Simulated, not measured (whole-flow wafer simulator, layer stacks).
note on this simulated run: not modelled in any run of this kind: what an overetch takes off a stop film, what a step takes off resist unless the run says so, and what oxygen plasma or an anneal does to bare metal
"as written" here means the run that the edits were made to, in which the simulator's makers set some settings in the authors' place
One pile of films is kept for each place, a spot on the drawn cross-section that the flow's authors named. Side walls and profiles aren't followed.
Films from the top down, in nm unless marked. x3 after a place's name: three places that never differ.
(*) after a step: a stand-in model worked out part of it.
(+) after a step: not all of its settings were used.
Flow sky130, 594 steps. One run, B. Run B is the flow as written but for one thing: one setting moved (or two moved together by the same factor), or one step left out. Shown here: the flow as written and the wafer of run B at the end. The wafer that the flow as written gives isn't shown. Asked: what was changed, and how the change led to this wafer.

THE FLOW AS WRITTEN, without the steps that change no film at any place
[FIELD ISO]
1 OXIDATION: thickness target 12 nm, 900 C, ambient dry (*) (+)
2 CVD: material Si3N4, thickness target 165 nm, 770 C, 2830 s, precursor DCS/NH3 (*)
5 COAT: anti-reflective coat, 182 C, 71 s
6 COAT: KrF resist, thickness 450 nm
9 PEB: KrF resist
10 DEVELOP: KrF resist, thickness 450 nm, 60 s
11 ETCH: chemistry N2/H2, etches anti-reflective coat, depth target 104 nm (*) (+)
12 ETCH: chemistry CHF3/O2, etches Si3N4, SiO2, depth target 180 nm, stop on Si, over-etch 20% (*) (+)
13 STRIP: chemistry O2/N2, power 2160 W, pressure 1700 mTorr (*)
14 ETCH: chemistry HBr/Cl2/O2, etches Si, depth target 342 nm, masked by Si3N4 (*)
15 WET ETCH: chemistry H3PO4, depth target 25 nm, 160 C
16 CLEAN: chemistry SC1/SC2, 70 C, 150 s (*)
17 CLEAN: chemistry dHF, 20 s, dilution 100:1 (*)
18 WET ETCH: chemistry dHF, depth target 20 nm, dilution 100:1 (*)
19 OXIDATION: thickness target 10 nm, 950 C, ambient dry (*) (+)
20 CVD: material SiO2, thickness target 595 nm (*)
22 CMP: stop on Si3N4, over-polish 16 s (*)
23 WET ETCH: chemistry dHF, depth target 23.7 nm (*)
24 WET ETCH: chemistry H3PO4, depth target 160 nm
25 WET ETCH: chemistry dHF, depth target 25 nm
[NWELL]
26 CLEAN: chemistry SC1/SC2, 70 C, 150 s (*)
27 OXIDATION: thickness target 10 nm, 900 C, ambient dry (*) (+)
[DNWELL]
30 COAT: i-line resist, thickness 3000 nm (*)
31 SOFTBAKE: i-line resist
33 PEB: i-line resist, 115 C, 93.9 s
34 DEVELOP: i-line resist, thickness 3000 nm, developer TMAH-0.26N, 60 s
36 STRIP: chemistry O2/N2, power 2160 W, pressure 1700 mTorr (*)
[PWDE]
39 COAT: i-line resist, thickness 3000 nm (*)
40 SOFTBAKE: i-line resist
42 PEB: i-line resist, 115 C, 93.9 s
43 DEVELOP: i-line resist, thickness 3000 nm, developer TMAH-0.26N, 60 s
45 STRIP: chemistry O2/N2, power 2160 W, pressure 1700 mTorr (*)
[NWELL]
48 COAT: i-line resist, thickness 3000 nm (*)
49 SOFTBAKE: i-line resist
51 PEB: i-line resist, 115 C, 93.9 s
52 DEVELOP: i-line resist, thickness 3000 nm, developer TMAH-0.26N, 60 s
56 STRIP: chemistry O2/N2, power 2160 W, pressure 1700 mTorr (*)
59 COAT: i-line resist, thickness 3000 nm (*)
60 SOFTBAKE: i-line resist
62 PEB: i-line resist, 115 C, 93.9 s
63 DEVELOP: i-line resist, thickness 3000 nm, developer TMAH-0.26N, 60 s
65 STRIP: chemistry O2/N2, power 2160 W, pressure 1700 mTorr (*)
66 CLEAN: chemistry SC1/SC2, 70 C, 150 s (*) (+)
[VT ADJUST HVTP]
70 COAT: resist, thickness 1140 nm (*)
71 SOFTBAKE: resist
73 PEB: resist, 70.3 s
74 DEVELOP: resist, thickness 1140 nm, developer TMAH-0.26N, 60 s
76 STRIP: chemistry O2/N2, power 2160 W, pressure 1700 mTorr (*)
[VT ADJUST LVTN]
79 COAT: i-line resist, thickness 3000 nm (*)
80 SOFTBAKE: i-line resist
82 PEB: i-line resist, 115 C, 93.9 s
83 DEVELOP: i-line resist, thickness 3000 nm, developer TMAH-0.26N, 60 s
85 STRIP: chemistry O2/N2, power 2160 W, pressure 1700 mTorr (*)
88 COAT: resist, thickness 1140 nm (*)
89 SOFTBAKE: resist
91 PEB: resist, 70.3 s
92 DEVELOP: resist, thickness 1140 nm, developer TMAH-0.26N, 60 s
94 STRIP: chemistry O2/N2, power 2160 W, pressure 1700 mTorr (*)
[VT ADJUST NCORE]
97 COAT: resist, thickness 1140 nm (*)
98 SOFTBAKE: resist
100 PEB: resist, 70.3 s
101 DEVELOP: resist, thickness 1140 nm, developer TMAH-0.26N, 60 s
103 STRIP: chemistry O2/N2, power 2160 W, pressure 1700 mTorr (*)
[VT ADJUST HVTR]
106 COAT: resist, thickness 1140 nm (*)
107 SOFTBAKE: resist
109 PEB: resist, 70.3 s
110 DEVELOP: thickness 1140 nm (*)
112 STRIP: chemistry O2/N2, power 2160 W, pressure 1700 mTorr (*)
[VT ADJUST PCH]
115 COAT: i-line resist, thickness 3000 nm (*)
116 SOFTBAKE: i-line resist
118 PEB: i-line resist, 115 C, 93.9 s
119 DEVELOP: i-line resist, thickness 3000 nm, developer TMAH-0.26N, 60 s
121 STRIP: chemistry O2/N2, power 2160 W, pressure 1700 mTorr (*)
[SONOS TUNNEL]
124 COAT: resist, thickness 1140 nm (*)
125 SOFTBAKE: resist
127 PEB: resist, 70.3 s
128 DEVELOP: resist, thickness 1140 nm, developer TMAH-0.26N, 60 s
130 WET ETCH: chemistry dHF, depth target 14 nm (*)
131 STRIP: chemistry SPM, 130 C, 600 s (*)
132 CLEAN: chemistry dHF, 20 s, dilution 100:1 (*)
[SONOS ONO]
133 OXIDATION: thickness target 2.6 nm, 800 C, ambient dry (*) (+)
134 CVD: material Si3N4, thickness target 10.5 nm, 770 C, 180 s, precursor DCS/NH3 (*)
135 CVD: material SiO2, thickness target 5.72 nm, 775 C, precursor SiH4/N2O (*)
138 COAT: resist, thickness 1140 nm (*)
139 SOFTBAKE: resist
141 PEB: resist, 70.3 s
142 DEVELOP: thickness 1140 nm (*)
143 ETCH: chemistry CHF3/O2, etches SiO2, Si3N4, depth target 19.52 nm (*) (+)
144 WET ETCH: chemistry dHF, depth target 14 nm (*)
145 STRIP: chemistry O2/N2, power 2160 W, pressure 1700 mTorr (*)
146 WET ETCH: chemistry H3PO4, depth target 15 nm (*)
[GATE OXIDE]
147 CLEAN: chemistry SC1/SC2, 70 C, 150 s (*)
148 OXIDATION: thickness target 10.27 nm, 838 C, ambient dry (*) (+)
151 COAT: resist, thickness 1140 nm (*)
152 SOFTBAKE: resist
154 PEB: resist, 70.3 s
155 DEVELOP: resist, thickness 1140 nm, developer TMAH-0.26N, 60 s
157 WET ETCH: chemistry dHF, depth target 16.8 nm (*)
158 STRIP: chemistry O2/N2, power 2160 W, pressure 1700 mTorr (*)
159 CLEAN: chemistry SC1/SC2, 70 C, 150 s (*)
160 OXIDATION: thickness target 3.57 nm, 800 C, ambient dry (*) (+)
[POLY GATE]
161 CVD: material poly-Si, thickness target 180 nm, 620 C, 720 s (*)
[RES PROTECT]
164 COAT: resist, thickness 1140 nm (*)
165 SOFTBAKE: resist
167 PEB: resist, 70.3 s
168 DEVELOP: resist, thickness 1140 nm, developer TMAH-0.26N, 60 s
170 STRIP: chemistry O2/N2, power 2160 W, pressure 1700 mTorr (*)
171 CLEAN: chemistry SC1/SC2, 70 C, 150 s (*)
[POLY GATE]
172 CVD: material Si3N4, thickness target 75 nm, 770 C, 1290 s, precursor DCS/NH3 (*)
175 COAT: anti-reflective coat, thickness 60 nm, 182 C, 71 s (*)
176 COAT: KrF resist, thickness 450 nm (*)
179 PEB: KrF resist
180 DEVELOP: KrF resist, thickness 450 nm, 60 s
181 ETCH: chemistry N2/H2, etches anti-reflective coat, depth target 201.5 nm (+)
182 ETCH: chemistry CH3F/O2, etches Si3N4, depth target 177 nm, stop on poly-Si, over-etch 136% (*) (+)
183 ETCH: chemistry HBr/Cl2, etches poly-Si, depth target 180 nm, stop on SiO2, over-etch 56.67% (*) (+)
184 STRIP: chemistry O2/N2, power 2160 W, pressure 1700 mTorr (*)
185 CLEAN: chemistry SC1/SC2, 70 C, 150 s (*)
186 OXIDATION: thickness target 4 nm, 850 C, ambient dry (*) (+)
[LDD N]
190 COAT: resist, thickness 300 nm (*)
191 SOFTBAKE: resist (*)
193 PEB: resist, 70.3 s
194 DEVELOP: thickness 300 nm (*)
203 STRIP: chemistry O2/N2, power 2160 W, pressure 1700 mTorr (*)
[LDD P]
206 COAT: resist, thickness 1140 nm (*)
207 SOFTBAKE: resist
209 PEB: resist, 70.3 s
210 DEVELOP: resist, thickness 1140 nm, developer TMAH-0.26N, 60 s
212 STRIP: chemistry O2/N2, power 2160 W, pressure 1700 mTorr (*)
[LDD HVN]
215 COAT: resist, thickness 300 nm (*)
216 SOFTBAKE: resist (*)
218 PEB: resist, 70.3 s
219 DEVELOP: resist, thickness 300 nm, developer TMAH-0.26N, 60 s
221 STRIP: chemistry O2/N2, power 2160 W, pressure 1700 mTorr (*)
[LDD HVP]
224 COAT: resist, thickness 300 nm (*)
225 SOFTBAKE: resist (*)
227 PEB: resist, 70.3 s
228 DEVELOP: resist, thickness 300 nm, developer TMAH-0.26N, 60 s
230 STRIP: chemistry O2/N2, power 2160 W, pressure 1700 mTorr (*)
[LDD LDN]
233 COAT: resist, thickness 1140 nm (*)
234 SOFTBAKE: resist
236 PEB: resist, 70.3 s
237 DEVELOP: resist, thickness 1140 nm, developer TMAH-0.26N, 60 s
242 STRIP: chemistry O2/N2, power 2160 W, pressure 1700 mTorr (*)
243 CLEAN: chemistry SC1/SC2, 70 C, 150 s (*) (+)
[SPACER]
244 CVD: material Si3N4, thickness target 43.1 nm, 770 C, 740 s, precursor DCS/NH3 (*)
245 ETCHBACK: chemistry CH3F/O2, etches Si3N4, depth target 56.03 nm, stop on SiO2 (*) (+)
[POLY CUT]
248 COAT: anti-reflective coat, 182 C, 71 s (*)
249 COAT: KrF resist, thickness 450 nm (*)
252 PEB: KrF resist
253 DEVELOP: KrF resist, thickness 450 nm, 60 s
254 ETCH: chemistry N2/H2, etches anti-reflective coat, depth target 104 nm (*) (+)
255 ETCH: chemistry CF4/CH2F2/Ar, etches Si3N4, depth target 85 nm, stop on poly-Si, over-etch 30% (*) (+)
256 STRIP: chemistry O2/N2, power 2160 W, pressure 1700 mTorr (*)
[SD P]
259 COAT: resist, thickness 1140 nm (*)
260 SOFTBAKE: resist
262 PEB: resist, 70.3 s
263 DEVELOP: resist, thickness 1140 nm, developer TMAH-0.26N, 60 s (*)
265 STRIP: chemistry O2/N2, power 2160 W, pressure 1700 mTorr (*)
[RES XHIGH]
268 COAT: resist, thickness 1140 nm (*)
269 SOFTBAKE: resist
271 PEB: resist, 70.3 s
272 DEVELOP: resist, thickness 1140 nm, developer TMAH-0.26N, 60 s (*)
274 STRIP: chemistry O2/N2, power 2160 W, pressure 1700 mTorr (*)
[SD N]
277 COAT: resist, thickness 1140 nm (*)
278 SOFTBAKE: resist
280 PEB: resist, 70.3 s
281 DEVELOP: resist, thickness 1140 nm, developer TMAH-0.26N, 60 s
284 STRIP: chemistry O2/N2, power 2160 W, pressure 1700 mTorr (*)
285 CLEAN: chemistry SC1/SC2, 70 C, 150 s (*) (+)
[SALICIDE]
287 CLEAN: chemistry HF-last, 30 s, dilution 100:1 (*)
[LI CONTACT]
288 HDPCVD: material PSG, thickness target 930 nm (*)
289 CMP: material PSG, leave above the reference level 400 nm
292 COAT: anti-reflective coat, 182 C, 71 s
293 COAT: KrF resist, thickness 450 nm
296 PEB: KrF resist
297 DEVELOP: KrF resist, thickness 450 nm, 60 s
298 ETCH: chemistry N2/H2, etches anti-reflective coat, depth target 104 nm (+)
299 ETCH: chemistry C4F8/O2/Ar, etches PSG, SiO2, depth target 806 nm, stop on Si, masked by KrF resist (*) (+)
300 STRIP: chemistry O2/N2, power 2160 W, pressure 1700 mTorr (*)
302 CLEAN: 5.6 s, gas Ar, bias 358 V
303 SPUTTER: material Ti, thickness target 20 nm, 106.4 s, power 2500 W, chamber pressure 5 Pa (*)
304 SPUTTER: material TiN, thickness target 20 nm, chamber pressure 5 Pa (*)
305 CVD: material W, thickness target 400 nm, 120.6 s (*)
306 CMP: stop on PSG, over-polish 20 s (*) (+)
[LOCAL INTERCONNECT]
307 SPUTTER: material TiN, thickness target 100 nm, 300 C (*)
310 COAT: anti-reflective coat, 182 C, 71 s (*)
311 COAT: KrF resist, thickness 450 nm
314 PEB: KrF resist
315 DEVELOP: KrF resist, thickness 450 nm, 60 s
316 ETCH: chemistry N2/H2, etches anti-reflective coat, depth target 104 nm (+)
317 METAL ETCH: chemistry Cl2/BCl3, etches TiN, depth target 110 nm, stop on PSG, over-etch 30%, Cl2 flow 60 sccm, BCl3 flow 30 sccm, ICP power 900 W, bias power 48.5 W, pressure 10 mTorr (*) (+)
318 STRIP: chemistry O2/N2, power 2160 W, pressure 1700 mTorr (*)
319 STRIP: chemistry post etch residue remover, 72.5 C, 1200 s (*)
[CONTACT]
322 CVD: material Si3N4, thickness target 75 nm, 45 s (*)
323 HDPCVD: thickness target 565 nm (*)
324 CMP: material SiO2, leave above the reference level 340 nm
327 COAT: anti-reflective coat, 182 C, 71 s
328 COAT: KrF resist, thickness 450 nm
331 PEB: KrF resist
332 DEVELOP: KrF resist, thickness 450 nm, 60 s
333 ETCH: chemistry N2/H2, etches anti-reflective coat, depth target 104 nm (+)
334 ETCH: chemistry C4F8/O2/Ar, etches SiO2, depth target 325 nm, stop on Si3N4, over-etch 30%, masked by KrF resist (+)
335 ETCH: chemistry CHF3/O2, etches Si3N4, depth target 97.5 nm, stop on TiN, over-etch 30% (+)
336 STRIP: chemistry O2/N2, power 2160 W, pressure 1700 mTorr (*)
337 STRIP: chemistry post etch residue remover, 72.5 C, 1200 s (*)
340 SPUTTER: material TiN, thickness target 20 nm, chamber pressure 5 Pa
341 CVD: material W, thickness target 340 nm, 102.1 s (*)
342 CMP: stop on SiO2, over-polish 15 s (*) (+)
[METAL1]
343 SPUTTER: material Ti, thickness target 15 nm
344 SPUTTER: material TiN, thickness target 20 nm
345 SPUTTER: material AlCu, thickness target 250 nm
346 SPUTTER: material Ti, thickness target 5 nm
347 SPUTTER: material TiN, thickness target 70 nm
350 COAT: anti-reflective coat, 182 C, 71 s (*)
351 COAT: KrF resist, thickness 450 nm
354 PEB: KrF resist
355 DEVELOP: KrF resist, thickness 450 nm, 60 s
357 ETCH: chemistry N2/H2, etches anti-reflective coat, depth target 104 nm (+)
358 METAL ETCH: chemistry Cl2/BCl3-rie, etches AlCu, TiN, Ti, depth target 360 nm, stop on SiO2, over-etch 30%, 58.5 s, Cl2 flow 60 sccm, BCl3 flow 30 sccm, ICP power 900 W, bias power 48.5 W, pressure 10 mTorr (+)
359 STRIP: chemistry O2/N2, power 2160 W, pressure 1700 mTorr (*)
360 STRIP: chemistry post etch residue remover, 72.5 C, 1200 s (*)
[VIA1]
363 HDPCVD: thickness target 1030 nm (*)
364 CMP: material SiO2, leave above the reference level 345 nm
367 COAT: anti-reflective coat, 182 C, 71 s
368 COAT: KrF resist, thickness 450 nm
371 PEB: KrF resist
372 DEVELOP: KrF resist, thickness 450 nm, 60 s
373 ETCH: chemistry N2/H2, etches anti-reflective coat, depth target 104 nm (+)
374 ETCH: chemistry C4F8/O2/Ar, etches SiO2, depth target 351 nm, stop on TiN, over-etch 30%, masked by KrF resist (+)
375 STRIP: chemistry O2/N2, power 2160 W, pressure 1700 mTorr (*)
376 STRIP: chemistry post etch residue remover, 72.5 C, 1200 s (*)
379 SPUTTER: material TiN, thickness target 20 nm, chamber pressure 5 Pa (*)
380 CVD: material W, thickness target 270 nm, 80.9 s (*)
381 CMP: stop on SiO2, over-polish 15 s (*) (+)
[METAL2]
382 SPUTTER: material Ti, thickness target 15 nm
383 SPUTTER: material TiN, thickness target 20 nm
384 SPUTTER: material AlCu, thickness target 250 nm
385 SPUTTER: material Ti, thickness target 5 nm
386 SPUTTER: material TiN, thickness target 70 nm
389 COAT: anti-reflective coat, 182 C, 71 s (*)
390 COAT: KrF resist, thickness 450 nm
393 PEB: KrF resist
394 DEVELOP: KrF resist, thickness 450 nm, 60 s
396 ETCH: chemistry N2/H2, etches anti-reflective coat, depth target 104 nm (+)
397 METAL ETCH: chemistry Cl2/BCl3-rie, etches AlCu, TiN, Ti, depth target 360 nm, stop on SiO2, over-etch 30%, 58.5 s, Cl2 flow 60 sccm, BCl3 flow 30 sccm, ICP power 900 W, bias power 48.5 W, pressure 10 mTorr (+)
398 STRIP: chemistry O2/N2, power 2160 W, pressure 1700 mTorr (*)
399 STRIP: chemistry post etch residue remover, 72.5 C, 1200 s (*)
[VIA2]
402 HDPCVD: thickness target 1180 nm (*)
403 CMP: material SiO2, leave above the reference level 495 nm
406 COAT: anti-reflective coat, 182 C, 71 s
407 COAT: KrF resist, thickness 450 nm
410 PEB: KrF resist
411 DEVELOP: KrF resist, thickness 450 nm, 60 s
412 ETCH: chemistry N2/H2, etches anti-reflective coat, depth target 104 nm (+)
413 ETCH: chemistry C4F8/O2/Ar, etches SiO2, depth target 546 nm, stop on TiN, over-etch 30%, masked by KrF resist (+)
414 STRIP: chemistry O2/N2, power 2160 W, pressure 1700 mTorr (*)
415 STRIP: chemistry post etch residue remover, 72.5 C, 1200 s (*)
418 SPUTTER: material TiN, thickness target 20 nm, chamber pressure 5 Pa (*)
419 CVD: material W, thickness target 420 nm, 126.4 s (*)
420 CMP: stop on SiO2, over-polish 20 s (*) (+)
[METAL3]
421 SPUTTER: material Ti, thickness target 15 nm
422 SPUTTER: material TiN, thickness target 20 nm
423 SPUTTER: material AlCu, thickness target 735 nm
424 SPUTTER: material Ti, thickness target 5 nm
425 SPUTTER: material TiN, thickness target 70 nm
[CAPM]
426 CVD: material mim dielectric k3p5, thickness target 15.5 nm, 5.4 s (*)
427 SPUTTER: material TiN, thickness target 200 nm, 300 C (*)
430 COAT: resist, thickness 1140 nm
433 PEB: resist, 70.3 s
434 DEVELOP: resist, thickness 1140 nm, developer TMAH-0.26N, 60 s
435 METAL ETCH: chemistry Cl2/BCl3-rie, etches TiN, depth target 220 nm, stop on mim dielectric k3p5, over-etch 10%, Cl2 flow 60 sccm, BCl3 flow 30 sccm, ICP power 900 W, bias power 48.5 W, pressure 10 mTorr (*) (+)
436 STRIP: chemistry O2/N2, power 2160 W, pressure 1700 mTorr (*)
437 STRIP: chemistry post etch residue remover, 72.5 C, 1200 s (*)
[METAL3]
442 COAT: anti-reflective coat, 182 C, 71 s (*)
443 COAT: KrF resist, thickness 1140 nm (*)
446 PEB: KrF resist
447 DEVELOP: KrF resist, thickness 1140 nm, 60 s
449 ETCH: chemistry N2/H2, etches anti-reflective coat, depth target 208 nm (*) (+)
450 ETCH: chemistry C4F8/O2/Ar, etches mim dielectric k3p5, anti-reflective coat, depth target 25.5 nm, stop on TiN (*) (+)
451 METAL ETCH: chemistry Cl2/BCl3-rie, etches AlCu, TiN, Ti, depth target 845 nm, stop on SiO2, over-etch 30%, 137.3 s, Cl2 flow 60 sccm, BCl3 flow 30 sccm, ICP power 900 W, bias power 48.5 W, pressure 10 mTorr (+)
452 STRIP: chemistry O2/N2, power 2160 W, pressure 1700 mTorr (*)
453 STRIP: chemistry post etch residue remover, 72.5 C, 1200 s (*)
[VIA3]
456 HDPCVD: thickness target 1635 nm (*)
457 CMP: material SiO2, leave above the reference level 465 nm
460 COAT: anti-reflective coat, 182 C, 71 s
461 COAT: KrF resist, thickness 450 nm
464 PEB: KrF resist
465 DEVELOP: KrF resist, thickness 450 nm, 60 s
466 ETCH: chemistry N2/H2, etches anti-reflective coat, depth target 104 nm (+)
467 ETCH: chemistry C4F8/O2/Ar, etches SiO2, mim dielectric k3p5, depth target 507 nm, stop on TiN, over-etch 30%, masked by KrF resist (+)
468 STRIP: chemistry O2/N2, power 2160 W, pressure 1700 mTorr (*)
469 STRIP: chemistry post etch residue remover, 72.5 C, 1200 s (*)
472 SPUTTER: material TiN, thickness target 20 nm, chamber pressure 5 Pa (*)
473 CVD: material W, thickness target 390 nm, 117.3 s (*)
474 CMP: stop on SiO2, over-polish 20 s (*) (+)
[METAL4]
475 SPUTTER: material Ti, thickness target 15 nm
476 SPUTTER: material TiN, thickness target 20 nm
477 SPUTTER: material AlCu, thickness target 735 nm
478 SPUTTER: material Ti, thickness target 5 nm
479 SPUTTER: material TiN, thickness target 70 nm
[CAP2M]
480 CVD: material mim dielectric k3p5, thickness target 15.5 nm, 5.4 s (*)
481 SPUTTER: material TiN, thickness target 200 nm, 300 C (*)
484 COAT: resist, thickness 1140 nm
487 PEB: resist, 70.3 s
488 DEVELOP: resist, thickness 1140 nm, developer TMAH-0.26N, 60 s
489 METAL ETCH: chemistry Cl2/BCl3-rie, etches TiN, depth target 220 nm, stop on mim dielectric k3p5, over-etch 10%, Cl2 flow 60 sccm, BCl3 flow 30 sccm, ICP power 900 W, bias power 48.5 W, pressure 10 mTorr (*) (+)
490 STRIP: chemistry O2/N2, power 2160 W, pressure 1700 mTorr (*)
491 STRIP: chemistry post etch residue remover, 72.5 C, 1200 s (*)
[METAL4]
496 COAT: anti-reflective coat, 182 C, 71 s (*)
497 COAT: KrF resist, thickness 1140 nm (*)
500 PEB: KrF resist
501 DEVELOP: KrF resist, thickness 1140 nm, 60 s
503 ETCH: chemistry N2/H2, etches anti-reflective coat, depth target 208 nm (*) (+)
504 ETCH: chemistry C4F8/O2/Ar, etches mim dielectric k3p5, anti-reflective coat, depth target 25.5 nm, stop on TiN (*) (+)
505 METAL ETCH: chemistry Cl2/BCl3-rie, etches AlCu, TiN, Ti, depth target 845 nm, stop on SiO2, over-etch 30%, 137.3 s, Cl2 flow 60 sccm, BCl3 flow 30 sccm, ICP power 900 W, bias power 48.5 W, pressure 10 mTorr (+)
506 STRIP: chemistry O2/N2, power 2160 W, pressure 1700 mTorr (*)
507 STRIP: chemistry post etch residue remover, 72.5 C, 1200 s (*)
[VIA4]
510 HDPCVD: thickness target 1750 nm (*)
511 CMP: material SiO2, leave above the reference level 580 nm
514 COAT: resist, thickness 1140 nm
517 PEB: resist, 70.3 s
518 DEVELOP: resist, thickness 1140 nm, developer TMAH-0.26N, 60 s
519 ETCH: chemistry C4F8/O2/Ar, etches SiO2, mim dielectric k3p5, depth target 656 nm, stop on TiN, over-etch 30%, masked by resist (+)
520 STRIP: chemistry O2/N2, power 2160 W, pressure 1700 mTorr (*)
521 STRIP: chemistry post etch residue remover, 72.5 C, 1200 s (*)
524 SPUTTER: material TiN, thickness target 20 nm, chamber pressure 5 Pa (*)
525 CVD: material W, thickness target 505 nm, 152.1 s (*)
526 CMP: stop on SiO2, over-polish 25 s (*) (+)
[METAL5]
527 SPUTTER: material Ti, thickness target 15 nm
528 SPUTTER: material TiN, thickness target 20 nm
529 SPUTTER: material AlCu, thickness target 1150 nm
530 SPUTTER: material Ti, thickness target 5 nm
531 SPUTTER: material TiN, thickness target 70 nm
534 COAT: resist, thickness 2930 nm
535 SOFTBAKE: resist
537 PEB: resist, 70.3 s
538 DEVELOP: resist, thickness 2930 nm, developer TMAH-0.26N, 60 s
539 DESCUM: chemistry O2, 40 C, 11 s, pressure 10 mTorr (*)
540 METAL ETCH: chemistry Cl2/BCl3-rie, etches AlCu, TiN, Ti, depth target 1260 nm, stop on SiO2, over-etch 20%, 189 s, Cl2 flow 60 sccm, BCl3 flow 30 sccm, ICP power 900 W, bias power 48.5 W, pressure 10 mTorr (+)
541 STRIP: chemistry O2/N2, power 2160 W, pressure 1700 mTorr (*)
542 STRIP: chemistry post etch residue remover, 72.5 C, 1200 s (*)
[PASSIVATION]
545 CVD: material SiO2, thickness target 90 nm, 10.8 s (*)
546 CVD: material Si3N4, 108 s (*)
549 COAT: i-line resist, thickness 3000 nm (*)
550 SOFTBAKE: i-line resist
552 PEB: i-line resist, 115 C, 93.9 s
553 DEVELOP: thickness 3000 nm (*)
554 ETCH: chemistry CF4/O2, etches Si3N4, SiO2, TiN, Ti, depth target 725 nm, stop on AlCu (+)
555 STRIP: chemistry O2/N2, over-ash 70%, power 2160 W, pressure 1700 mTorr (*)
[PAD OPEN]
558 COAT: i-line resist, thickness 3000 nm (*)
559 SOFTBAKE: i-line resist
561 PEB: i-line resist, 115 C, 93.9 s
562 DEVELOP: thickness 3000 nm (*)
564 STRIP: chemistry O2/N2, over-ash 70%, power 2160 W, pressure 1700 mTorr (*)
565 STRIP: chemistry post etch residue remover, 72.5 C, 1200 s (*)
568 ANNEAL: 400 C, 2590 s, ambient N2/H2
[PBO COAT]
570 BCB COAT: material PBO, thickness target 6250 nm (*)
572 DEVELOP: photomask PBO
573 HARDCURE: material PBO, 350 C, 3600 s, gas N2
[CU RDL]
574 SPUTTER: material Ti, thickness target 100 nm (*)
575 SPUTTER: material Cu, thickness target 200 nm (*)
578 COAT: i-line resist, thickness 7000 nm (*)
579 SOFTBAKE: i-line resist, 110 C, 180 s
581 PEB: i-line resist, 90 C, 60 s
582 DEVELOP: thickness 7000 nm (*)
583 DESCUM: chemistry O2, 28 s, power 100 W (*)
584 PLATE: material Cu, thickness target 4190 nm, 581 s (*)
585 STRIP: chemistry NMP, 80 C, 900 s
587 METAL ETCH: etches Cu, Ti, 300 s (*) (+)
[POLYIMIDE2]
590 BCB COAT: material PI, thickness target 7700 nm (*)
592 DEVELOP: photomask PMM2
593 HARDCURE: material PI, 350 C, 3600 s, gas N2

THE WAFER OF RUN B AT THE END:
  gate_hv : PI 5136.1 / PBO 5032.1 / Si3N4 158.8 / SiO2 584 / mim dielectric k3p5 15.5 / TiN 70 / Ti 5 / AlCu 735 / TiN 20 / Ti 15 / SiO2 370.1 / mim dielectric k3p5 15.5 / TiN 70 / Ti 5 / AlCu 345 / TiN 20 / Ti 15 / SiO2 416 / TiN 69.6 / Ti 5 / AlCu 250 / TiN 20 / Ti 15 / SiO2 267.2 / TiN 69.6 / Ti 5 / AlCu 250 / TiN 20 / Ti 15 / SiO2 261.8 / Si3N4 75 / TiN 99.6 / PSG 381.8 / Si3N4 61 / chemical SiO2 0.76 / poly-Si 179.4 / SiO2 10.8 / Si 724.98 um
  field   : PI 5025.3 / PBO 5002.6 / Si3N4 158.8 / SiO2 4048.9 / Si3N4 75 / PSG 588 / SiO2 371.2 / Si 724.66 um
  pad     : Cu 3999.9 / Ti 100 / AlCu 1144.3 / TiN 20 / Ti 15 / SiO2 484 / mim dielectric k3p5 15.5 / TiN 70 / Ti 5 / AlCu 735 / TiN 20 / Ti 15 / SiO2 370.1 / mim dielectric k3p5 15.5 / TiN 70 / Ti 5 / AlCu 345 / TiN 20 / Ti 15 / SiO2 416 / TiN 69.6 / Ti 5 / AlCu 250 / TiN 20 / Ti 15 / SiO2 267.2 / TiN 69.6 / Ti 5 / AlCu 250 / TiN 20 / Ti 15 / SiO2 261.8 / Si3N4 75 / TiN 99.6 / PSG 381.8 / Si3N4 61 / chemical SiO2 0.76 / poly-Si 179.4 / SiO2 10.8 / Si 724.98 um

The cause: step 423, SPUTTER: thickness target 345 nm was run, where the flow has thickness target 735 nm.
It can be read off the wafer: gate_hv has AlCu 345, and step 423 as written asks for 735 nm.

How the change led to this, step by step:
  423 SPUTTER: material AlCu, thickness target 735 nm
      field, active, n_well and 188 more: AlCu +345 (new film) (as written it would be: AlCu +735 (new film))
  451 METAL ETCH: chemistry Cl2/BCl3-rie, etches AlCu, TiN, Ti, depth target 845 nm, stop on SiO2, over-etch 30%, 137.3 s, Cl2 flow 60 sccm, BCl3 flow 30 sccm, ICP power 900 W, bias power 48.5 W, pressure 10 mTorr (+)
      field, gate, spacer and 68 more: TiN -70 (all of it), Ti -5 (all of it), AlCu -345 (all of it), TiN -20 (all of it), Ti -15 (all of it), SiO2 -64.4 (as written it would be: TiN -70 (all of it), Ti -5 (all of it), AlCu -735 (all of it), TiN -20 (all of it), Ti -15 (all of it), SiO2 -25.4)
      active, vpp_ln, vpp_iso2 and 11 more: TiN -70 (all of it), Ti -5 (all of it), AlCu -345 (all of it), TiN -20 (all of it), Ti -15 (all of it), SiO2 -64.3 (as written it would be: TiN -70 (all of it), Ti -5 (all of it), AlCu -735 (all of it), TiN -20 (all of it), Ti -15 (all of it), SiO2 -25.3)
  457 CMP: material SiO2, leave above the reference level 465 nm
      field, active, gate and 80 more: SiO2 -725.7 (as written it would be: SiO2 -374.7)
      poly_licon, rpo_hd_licon: SiO2 -725.6 (as written it would be: SiO2 -374.7)
